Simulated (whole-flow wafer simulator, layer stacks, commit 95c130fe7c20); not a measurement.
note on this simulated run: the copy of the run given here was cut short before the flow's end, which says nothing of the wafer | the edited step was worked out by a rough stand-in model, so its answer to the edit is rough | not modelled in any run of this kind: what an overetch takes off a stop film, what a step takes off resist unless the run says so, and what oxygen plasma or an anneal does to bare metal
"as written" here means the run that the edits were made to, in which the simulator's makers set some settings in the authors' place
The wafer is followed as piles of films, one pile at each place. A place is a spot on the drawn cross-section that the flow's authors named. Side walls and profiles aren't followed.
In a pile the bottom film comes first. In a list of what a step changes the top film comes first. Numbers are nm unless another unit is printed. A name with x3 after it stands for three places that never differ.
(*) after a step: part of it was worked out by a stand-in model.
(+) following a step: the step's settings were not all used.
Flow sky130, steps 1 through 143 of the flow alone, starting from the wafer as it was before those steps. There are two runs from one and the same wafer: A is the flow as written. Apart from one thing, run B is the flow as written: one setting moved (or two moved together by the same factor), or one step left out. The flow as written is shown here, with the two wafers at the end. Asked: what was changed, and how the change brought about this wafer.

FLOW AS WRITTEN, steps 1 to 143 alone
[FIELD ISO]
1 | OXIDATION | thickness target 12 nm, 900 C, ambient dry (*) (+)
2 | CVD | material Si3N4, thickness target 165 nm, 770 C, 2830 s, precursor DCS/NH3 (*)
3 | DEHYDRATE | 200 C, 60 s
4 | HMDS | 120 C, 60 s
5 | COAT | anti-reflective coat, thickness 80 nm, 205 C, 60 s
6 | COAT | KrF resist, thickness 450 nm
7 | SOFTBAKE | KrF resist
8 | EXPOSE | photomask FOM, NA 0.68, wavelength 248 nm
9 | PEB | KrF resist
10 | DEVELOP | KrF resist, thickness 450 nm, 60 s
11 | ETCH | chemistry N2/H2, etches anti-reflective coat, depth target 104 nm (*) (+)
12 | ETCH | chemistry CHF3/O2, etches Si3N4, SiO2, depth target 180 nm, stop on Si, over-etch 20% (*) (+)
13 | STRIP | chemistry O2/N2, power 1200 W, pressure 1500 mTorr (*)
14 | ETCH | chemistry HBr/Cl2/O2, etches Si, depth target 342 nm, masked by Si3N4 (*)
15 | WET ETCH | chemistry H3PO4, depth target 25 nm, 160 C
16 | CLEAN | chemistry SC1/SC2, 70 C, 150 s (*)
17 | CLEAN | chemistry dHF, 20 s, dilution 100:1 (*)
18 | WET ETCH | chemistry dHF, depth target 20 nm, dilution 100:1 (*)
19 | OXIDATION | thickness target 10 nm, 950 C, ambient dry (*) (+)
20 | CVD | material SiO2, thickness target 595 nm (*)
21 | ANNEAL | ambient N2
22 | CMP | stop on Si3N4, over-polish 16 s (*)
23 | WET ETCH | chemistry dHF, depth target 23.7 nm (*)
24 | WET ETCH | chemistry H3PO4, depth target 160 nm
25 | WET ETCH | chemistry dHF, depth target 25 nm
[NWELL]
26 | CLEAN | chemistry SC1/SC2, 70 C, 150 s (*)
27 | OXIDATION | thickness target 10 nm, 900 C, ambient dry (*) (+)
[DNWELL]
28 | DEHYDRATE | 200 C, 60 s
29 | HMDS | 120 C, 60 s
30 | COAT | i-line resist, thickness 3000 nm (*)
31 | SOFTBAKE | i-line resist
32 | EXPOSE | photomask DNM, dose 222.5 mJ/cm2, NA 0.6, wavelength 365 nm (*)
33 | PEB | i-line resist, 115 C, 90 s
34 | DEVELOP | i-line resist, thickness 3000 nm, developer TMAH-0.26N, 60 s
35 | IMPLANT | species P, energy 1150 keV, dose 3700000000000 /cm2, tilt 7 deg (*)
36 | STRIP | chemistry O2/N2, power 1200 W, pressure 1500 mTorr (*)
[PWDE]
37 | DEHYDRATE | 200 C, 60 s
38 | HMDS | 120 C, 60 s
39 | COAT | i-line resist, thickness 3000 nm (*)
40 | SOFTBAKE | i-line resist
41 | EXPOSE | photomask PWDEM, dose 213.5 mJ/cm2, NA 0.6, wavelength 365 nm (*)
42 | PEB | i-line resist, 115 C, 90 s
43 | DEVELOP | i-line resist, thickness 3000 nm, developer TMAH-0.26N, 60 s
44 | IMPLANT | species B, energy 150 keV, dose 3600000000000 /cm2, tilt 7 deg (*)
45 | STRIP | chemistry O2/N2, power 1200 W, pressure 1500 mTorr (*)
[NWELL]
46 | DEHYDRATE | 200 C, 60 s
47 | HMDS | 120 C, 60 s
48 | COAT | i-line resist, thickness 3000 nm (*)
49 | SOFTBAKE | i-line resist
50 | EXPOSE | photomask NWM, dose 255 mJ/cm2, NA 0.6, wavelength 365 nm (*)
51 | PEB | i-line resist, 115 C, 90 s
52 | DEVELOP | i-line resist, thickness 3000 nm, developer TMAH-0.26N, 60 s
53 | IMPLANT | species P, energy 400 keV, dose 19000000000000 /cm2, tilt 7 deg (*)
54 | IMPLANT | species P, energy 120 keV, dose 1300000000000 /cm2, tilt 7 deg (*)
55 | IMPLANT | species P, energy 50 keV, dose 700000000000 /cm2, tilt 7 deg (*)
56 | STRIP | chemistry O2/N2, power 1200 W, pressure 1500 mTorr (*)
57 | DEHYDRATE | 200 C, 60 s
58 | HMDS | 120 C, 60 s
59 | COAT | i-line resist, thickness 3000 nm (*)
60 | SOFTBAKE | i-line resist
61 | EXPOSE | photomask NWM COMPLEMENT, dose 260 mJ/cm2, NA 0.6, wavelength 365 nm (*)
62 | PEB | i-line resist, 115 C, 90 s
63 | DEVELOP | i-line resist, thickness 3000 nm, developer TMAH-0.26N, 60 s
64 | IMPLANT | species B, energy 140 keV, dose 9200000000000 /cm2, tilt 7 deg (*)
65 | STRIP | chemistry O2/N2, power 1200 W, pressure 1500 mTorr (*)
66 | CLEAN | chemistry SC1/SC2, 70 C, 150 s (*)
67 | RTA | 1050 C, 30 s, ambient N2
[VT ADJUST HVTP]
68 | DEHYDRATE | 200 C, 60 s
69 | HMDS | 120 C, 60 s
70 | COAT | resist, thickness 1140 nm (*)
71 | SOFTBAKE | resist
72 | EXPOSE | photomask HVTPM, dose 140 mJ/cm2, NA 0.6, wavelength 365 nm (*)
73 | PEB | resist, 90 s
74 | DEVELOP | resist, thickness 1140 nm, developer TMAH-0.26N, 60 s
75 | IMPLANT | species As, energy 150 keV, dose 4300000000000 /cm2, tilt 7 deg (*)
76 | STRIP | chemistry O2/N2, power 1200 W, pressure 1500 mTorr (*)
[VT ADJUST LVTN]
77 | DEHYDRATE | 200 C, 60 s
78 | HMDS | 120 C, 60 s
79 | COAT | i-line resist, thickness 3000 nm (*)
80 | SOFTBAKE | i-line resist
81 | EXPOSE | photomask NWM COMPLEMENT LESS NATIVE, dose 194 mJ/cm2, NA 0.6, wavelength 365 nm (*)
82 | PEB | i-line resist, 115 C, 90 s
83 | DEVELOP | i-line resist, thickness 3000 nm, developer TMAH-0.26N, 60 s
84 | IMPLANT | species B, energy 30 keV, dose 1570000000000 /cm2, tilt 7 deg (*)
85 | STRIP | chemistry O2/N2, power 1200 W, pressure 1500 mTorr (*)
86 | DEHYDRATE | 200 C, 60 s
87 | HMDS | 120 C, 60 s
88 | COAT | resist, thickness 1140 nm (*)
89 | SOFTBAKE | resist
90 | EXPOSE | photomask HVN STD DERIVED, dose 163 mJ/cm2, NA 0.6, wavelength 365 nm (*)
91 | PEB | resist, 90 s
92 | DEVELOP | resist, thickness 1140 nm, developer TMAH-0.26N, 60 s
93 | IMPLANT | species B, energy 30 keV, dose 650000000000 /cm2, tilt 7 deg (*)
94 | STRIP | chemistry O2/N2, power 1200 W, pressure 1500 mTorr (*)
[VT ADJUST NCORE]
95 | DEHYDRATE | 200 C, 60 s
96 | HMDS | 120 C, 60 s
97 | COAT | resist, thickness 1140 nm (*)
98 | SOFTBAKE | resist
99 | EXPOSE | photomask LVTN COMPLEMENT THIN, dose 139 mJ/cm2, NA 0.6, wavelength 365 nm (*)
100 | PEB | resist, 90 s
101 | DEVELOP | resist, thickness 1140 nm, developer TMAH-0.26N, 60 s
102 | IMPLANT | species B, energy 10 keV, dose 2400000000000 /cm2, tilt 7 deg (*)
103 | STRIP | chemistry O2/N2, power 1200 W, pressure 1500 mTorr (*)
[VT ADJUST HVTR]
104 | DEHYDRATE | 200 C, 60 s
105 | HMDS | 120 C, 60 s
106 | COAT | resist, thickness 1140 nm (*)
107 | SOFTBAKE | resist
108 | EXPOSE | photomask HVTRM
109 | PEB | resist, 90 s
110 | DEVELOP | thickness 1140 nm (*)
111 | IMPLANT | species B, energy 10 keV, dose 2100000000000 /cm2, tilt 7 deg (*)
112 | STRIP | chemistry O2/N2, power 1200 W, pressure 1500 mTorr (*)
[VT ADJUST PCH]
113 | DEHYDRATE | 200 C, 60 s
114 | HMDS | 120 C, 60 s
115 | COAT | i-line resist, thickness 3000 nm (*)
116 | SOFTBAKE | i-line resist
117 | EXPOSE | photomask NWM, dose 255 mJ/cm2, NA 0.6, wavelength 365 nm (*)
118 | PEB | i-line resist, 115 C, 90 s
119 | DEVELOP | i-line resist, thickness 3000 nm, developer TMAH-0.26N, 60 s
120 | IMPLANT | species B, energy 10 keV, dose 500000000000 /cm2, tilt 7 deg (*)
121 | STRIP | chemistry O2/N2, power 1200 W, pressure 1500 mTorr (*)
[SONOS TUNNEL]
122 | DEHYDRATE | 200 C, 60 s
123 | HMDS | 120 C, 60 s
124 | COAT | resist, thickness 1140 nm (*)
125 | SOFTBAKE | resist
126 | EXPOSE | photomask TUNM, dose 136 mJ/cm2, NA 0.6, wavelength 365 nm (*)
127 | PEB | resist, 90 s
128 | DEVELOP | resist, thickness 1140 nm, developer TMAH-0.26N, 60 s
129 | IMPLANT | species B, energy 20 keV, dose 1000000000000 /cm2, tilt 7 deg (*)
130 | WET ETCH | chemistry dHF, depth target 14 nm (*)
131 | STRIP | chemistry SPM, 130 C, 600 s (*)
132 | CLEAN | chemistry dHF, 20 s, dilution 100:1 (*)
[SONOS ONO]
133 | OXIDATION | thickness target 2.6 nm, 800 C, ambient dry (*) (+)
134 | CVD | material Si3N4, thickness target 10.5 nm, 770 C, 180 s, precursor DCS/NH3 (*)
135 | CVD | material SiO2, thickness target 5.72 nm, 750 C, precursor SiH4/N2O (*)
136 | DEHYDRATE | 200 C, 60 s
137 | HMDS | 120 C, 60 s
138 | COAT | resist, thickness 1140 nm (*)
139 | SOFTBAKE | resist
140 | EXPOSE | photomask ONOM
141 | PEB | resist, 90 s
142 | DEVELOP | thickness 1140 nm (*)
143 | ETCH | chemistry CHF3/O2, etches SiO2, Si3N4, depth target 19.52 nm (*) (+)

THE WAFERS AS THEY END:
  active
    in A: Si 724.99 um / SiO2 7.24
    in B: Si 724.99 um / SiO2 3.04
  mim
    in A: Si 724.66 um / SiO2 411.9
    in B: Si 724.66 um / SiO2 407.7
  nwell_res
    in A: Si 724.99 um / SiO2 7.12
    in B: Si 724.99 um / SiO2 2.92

The reason: step 134, CVD: 108 s was run, while the flow as written has 180 s.

The path from the change to this, step by step:
  134 | CVD | material Si3N4, thickness target 10.5 nm, 770 C, 180 s, precursor DCS/NH3 (*)
      field, active, n_well and 187 more: A Si3N4 gains 10.5 (new film) | B Si3N4 gains 6.3 (new film)
  143 | ETCH | chemistry CHF3/O2, etches SiO2, Si3N4, depth target 19.52 nm (*) (+)
      field, active, p_well x5 and 179 more: A SiO2 loses 5.72 (all of it), Si3N4 loses 10.5 (all of it), SiO2 loses 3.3 | B SiO2 loses 5.72 (all of it), Si3N4 loses 6.3 (all of it), SiO2 loses 7.5
      n_well, sonos_sd: A SiO2 loses 5.72 (all of it), Si3N4 loses 10.5 (all of it), SiO2 loses 2.6 (all of it), Si loses 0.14 | B SiO2 loses 5.72 (all of it), Si3N4 loses 6.3 (all of it), SiO2 loses 2.6 (all of it), Si loses 0.98
